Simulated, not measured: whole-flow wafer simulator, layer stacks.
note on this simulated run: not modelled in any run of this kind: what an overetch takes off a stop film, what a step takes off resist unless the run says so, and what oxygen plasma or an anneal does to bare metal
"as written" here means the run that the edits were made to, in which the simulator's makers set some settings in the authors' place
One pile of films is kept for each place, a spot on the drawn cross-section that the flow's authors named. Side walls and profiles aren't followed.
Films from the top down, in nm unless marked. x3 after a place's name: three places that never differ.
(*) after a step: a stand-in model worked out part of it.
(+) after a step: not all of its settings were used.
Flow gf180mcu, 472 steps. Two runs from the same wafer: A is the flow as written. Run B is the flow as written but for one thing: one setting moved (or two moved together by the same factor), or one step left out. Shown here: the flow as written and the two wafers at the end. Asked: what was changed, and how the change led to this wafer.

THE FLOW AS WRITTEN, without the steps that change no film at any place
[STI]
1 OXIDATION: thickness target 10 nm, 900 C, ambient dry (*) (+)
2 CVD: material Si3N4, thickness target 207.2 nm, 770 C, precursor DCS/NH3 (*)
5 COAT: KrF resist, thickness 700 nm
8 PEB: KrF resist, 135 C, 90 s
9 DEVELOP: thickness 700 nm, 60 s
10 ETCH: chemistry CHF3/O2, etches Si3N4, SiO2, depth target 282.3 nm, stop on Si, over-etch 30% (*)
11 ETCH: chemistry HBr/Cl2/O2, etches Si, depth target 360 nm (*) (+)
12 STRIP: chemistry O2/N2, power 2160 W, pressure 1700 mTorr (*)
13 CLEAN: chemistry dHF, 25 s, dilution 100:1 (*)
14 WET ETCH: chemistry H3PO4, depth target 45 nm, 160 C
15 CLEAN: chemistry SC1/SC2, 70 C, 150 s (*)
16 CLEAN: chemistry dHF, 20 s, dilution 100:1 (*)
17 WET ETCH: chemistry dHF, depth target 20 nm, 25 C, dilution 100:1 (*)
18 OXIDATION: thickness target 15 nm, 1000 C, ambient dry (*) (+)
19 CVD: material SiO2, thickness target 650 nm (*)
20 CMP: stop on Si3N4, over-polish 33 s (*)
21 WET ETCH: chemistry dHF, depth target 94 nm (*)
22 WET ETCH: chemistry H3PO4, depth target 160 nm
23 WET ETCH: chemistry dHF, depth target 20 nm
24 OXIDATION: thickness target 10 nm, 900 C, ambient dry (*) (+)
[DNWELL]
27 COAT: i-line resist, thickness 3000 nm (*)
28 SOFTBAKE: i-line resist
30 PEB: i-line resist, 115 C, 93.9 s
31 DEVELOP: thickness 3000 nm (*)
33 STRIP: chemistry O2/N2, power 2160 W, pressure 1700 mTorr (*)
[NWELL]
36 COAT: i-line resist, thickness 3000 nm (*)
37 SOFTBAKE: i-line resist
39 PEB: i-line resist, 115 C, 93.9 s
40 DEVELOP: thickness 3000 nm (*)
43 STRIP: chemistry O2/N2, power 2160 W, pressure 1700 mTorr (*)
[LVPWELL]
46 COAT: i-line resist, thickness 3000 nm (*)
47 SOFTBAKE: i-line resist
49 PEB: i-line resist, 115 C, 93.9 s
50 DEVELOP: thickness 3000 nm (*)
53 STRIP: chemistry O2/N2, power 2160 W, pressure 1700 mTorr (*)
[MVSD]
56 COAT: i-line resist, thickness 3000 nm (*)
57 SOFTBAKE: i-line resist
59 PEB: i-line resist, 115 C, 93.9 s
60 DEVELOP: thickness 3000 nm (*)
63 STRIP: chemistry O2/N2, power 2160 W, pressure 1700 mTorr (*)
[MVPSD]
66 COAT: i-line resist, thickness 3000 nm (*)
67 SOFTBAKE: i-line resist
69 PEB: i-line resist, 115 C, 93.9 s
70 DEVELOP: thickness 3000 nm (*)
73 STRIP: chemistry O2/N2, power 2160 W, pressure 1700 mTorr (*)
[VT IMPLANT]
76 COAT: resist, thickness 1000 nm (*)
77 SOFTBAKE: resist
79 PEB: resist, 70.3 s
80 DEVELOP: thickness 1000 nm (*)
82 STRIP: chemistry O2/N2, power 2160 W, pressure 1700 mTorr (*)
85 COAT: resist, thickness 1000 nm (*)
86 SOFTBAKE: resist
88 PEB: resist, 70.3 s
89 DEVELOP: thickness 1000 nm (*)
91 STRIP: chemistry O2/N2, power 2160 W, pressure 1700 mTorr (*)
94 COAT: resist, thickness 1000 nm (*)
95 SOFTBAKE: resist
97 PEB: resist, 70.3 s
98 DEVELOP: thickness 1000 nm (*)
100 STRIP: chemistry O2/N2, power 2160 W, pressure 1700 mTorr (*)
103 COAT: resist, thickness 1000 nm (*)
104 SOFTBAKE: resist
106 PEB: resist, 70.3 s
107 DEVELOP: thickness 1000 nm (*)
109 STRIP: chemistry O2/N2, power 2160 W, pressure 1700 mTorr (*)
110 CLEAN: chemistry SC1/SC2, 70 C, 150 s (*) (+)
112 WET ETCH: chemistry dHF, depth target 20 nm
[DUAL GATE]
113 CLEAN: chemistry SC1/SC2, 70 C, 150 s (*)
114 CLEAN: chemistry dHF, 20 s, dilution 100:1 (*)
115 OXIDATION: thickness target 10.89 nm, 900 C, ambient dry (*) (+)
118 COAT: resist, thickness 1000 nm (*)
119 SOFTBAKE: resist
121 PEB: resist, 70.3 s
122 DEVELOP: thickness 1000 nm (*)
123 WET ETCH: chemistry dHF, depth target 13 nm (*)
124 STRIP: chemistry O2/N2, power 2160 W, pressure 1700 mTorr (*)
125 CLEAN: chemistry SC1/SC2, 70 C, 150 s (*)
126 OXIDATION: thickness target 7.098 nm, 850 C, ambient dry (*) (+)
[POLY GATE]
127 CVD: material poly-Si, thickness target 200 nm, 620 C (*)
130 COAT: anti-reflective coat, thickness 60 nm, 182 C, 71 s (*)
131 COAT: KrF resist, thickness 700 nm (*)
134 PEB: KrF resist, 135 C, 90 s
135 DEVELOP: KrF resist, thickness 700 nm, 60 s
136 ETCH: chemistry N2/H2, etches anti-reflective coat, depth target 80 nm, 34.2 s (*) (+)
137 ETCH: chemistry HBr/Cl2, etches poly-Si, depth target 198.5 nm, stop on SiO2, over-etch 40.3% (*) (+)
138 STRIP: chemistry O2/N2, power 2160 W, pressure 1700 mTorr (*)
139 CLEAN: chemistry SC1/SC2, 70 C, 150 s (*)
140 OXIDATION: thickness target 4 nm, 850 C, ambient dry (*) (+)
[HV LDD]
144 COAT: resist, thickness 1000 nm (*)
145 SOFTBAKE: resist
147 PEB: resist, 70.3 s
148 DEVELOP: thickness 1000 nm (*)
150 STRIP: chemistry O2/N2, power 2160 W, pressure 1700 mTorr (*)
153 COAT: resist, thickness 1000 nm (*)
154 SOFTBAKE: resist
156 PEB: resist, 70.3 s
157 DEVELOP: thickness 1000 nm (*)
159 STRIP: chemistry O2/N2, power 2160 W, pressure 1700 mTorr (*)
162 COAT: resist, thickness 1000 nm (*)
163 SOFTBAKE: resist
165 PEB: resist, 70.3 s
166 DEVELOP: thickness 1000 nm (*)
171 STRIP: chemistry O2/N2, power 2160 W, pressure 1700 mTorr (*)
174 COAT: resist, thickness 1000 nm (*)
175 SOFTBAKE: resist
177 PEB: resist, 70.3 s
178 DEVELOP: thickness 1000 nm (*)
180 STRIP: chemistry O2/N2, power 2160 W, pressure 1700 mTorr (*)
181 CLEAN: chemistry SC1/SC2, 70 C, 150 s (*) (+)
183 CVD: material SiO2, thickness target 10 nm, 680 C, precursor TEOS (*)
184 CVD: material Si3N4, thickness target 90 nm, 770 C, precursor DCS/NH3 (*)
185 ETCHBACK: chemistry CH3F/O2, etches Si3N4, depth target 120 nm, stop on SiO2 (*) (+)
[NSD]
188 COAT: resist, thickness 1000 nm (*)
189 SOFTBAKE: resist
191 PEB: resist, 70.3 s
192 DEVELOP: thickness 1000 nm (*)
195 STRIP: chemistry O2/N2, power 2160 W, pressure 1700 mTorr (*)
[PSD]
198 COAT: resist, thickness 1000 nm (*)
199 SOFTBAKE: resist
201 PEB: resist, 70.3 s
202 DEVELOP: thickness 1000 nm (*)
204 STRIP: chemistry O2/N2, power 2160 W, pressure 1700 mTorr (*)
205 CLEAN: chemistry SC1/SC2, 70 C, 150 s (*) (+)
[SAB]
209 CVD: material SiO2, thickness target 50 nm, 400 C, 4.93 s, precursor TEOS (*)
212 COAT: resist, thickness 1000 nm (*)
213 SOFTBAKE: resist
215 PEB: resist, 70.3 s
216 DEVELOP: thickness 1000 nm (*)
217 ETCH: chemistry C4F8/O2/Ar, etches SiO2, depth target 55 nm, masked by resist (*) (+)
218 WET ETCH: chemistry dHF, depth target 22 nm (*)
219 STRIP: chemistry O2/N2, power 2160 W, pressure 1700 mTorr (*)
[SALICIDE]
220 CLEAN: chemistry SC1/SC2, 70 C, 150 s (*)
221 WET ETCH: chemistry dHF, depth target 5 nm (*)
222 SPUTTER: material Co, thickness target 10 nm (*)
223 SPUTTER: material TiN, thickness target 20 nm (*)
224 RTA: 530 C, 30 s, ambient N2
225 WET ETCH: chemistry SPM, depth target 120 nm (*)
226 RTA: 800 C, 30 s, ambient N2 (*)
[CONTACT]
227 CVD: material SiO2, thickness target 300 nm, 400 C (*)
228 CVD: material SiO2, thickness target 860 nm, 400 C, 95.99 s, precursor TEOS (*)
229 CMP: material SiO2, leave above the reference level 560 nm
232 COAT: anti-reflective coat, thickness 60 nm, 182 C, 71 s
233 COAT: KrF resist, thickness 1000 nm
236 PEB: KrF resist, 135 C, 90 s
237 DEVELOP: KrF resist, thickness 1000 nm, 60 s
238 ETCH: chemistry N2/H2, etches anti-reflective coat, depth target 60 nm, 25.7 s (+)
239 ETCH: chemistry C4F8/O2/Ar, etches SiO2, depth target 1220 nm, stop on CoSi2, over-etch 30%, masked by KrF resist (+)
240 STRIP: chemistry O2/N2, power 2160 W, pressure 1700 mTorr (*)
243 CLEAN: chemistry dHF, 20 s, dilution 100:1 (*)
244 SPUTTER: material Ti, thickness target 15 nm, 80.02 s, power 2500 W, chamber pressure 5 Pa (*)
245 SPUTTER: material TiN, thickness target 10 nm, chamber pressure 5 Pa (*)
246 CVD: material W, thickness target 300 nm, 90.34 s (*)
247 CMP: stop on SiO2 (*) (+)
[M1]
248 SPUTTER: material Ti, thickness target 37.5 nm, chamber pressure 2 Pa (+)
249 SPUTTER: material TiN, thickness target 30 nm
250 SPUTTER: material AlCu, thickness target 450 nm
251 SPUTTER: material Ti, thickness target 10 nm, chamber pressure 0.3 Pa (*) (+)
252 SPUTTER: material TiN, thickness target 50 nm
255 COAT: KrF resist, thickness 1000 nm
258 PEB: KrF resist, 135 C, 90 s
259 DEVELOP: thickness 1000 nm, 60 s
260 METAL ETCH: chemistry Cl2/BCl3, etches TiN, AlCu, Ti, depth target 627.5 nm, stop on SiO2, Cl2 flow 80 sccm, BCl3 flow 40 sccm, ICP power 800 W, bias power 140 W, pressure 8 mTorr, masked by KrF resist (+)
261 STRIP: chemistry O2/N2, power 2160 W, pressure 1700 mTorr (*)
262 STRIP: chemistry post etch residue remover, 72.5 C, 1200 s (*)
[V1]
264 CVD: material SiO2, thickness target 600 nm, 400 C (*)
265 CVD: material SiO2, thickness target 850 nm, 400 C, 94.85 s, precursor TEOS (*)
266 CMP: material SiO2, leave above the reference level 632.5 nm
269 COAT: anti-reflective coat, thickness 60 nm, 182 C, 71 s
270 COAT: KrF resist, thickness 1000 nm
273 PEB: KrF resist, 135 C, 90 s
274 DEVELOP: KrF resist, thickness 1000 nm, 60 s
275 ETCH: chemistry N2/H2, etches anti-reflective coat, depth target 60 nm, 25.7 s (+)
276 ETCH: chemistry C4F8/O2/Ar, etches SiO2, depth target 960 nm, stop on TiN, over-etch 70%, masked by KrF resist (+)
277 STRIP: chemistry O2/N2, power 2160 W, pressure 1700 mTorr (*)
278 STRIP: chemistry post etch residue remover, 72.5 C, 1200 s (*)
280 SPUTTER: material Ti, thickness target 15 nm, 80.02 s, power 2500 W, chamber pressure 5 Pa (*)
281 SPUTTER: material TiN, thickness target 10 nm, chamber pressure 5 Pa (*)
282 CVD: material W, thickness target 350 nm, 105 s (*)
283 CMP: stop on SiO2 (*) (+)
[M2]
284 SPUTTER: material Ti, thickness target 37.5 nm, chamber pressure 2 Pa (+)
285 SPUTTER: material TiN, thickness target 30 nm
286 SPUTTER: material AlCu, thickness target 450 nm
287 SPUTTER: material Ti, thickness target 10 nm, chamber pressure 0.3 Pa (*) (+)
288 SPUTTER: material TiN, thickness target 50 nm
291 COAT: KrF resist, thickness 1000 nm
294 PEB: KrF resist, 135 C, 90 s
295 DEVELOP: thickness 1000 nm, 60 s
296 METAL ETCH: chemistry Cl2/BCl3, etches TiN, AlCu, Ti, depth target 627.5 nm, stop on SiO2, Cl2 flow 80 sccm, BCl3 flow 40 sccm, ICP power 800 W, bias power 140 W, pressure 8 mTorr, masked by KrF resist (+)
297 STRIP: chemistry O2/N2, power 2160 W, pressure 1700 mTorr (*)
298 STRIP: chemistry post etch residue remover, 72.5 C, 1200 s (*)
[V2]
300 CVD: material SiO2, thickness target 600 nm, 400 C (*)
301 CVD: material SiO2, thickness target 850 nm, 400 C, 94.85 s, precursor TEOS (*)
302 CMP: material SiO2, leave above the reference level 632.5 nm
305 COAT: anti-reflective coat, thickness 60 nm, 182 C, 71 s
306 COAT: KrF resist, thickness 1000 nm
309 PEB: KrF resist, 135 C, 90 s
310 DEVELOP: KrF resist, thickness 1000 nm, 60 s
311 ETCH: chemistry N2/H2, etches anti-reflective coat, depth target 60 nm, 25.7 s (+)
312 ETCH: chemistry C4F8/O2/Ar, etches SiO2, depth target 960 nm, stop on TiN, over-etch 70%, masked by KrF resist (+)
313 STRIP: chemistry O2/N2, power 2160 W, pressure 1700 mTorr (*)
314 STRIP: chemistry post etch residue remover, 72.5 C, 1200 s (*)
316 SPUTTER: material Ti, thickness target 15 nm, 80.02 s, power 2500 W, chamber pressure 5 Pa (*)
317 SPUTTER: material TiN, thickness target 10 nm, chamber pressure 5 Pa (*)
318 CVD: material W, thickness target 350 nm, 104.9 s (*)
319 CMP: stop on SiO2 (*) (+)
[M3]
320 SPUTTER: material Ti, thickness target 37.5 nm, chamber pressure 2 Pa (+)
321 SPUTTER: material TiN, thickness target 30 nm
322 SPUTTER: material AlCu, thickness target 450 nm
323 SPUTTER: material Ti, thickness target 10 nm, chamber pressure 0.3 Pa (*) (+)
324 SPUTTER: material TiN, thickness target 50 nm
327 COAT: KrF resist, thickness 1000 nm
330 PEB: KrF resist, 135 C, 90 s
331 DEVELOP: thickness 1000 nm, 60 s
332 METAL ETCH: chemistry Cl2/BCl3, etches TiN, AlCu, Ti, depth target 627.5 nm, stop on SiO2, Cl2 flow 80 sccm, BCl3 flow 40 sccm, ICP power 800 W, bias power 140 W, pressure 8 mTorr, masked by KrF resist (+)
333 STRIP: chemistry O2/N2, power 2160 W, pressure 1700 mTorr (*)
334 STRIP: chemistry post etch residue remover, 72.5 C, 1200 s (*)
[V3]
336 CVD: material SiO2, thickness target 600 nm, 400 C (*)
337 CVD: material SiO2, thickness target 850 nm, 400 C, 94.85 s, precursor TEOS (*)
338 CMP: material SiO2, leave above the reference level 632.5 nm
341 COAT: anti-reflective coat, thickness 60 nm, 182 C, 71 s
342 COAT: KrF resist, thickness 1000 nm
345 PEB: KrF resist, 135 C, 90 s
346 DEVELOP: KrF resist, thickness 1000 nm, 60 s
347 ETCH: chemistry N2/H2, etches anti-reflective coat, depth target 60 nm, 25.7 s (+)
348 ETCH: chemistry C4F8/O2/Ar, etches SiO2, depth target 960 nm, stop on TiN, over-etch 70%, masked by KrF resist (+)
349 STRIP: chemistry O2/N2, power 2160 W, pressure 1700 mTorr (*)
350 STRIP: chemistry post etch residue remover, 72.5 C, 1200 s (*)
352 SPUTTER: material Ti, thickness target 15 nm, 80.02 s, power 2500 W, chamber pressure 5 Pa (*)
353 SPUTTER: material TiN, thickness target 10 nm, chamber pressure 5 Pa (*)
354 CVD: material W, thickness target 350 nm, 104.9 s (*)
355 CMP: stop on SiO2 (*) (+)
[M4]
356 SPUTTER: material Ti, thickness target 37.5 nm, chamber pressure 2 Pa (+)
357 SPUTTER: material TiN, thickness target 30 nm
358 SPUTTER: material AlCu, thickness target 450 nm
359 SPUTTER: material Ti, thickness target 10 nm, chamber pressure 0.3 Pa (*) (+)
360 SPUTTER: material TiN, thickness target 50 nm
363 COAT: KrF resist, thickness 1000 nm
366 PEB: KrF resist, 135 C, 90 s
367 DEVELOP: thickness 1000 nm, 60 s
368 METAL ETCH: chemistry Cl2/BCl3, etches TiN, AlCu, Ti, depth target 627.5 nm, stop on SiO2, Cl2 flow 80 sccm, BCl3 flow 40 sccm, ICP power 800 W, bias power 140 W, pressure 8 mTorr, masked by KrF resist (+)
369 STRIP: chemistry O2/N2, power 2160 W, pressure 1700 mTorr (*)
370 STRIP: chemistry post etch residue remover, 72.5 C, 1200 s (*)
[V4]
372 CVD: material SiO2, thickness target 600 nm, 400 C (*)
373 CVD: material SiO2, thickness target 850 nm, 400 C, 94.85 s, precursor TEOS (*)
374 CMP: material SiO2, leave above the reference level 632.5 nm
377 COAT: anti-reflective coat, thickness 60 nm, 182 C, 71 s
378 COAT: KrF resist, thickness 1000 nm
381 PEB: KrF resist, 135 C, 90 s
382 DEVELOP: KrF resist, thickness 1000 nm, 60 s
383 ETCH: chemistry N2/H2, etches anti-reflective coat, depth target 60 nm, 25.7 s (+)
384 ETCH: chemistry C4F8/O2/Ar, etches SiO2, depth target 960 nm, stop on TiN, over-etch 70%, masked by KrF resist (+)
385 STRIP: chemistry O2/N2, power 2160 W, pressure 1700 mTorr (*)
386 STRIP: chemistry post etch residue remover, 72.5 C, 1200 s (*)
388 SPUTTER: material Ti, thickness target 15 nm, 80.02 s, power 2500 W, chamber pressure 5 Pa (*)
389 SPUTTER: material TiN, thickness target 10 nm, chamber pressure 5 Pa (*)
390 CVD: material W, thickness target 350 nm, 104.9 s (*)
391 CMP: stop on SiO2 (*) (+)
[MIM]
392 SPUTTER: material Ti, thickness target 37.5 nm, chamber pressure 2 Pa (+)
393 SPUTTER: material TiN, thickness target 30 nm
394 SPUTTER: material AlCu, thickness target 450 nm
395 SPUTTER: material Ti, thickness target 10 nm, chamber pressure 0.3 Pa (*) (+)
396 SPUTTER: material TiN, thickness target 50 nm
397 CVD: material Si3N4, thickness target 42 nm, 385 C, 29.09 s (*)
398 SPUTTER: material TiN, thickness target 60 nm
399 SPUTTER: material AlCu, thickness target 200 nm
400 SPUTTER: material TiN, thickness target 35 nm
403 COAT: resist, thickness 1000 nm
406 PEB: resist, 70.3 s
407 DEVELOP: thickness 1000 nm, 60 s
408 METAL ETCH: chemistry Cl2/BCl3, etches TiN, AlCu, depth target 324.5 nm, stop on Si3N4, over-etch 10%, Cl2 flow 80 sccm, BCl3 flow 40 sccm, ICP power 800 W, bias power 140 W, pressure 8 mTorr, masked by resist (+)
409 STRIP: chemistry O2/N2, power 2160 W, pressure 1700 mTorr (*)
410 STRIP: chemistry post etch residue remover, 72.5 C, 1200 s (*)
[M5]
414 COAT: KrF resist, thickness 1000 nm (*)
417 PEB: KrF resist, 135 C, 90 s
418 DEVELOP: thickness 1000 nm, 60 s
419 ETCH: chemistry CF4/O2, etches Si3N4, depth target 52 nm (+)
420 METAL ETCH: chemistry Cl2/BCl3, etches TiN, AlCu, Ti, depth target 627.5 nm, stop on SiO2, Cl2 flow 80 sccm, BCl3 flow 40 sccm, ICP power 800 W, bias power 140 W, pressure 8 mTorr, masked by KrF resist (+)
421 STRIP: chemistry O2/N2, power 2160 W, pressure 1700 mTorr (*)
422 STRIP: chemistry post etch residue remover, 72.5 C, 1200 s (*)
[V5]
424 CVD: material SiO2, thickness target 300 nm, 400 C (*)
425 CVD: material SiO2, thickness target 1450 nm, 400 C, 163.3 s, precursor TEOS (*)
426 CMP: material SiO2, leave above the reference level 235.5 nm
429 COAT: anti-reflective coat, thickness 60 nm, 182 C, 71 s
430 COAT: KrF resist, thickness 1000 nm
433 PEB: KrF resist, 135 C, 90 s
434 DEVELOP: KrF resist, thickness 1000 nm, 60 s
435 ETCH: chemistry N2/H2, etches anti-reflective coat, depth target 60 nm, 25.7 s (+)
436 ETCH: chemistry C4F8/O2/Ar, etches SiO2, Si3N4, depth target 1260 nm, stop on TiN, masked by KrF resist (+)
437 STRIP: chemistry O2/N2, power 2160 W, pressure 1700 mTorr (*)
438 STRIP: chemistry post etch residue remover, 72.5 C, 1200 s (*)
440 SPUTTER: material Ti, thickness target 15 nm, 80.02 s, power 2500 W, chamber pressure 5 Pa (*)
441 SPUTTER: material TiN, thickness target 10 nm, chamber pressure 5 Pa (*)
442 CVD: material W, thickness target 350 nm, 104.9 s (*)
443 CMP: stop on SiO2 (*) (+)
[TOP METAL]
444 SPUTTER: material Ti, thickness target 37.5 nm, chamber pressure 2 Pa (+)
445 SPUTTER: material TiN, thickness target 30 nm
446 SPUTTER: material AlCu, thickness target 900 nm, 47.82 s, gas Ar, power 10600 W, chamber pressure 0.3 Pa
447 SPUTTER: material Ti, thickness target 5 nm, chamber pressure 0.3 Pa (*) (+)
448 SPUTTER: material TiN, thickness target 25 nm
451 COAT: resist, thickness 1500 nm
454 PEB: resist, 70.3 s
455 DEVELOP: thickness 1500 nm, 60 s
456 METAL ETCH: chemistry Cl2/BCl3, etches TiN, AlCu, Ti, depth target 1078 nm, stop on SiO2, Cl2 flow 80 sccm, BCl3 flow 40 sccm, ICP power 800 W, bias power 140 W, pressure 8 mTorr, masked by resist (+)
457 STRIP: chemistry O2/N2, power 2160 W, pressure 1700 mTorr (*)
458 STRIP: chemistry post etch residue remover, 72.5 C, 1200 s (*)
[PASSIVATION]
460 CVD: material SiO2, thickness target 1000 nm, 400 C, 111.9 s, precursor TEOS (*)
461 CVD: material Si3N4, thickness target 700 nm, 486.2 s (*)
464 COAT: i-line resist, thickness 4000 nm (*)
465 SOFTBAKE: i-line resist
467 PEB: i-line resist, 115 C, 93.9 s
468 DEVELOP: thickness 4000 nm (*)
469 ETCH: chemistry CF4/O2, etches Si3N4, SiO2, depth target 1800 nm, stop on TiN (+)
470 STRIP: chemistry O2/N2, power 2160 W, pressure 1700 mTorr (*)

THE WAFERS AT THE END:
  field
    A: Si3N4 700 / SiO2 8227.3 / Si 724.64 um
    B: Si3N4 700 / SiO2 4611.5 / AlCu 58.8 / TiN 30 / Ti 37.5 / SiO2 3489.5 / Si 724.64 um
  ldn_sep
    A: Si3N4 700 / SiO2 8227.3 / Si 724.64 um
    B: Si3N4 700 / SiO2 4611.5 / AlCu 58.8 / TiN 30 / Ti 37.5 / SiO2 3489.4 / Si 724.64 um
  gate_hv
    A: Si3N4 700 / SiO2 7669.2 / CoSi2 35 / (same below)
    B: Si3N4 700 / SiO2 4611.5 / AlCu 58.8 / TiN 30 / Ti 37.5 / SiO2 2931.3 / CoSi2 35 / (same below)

The cause: step 332, METAL ETCH: depth target 445.5 nm was run, where the flow has depth target 627.5 nm.

How the change led to this, step by step:
  332 METAL ETCH: chemistry Cl2/BCl3, etches TiN, AlCu, Ti, depth target 627.5 nm, stop on SiO2, Cl2 flow 80 sccm, BCl3 flow 40 sccm, ICP power 800 W, bias power 140 W, pressure 8 mTorr, masked by KrF resist (+)
      field, field__w1, field__w2 and 103 more: A TiN -50 (all of it), Ti -10 (all of it), AlCu -450 (all of it), TiN -30 (all of it), Ti -37.5 (all of it) | B TiN -50 (all of it), Ti -10 (all of it), AlCu -385.5
      field__w8, contact, m1, m1__w1, m1_nw: A KrF resist -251 | B KrF resist -178.2
  333 STRIP: chemistry O2/N2, power 2160 W, pressure 1700 mTorr (*)
      field__w8, contact, m1, m1__w1, m1_nw: A KrF resist -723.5 (all of it) | B KrF resist -796.3 (all of it)
  334 STRIP: chemistry post etch residue remover, 72.5 C, 1200 s (*)
      field, field__w1, field__w2 and 103 more: A nothing | B AlCu -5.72
  336 CVD: material SiO2, thickness target 600 nm, 400 C (*)
      field, field__w1, field__w2 and 103 more: A SiO2 +600 | B SiO2 +600 (new film)
  338 CMP: material SiO2, leave above the reference level 632.5 nm
      field, field__w1, field__w2 and 103 more: A SiO2 -300 | B SiO2 -426.3
Counting metal films that touch as one body, field has 1 body; the flow as written gives 0 bodies.
Counting metal films that touch as one body, ldn_sep has 1 body; the flow as written gives 0 bodies.
Counting metal films that touch as one body, gate_hv has 2 bodies (between them, from the top down: SiO2 2931.3); the flow as written gives 1 body.
